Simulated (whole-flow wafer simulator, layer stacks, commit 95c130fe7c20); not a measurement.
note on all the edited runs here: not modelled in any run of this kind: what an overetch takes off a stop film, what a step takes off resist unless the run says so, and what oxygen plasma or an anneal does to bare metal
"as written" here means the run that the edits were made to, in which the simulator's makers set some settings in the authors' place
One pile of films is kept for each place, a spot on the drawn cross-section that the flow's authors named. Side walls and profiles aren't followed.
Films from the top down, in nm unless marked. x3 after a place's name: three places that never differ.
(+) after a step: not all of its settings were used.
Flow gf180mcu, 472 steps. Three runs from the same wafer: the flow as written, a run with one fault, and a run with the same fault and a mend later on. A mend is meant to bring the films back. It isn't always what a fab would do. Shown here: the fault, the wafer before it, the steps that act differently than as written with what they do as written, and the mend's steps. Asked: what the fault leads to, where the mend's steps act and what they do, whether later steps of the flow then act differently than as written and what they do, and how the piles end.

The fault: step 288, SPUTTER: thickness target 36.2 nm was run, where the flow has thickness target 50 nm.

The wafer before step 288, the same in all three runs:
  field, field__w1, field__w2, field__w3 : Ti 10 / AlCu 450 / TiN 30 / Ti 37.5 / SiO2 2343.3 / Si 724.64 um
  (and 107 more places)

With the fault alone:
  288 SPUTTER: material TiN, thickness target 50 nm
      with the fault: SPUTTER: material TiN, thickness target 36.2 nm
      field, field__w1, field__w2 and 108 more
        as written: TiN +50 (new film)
        with the fault: TiN +36.2 (new film)
  Later steps of the flow that act differently than as written (4 more steps differ only slightly, by at most 2% or 0.5 nm, whichever is larger, and aren't shown):
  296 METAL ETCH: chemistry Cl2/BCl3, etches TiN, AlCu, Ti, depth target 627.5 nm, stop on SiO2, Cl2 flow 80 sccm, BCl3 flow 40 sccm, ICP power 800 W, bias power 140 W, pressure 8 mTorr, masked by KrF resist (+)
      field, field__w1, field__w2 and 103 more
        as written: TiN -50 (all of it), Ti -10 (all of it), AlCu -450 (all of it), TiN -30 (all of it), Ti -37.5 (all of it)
        with the fault: TiN -36.2 (all of it), Ti -10 (all of it), AlCu -450 (all of it), TiN -30 (all of it), Ti -37.5 (all of it)
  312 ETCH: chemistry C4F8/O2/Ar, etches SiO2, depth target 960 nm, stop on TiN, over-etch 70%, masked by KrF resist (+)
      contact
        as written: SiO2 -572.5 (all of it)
        with the fault: SiO2 -586.3 (all of it)
  At the end the piles differ from the flow's by more than 2% or 0.5 nm, whichever is larger, at field__w8, contact, m1, m1__w1, m1_nw.
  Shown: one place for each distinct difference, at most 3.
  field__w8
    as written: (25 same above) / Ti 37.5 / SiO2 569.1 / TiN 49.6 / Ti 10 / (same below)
    with the fault: (25 same above) / Ti 37.5 / SiO2 582.9 / TiN 35.8 / Ti 10 / (same below)
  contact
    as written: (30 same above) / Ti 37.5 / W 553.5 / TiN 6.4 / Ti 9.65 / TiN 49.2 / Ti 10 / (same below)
    with the fault: (30 same above) / Ti 37.5 / W 567.4 / TiN 6.35 / Ti 9.58 / TiN 35.4 / Ti 10 / (same below)

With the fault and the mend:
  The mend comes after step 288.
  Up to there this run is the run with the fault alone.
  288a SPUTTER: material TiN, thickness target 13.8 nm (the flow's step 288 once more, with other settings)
      field, field__w1, field__w2 and 108 more
        TiN +13.8
  No later step of the flow acts differently than as written at any place that is followed.
  At the end the piles are the same as the flow's at every place that both follow.
